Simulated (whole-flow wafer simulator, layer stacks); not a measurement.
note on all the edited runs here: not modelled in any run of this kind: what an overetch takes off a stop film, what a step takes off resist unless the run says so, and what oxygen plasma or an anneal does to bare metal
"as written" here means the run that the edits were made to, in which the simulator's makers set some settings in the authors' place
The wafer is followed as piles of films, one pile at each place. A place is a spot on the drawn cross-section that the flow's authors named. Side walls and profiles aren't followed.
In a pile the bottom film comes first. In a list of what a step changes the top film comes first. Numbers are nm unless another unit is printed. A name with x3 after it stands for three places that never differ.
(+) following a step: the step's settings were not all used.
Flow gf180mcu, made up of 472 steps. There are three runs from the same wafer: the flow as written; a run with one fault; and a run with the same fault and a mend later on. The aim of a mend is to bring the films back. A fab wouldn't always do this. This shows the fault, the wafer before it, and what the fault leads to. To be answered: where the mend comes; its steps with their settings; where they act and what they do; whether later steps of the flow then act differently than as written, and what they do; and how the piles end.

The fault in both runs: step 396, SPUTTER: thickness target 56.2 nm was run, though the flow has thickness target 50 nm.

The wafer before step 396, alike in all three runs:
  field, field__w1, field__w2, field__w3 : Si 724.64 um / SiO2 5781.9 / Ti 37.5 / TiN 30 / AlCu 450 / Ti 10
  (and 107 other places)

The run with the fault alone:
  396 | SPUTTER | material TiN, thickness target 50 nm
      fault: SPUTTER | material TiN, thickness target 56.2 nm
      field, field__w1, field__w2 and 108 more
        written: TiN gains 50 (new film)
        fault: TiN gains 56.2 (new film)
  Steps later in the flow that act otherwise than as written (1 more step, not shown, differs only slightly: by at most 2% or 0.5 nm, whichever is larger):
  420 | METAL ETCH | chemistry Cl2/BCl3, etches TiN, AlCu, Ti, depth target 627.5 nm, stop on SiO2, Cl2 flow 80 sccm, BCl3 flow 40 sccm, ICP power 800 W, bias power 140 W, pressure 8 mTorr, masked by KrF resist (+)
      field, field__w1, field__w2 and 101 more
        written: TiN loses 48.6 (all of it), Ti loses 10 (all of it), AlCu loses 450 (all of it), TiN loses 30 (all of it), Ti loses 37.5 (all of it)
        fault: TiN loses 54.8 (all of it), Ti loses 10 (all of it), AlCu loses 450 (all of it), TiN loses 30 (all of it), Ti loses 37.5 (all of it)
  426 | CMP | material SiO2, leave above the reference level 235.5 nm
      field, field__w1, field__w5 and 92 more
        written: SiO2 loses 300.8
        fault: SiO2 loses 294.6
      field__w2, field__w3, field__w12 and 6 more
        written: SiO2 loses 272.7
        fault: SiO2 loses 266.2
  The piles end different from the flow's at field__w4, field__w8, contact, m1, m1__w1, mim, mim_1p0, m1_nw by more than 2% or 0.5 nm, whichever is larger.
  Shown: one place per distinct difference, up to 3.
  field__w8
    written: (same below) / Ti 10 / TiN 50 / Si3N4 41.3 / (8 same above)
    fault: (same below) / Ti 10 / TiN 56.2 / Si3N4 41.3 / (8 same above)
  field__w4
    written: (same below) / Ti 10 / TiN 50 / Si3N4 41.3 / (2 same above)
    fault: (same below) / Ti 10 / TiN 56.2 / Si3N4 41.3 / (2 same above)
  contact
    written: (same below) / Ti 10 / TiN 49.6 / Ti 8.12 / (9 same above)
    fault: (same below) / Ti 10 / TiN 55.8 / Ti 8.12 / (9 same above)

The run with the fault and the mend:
  The mend follows step 396.
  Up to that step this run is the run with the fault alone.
  396a | METAL ETCH | chemistry Cl2/BCl3, etches TiN, AlCu, Ti, depth target 6.2 nm, Cl2 flow 80 sccm, BCl3 flow 40 sccm, ICP power 800 W, bias power 140 W, pressure 8 mTorr (the flow's step 260 again, with other settings)
      field, field__w1, field__w2 and 108 more
        TiN loses 6.2
  None of the later steps of the flow acts differently than as written at any place that is followed.
  At every place that both follow, the piles at the end match the flow's.
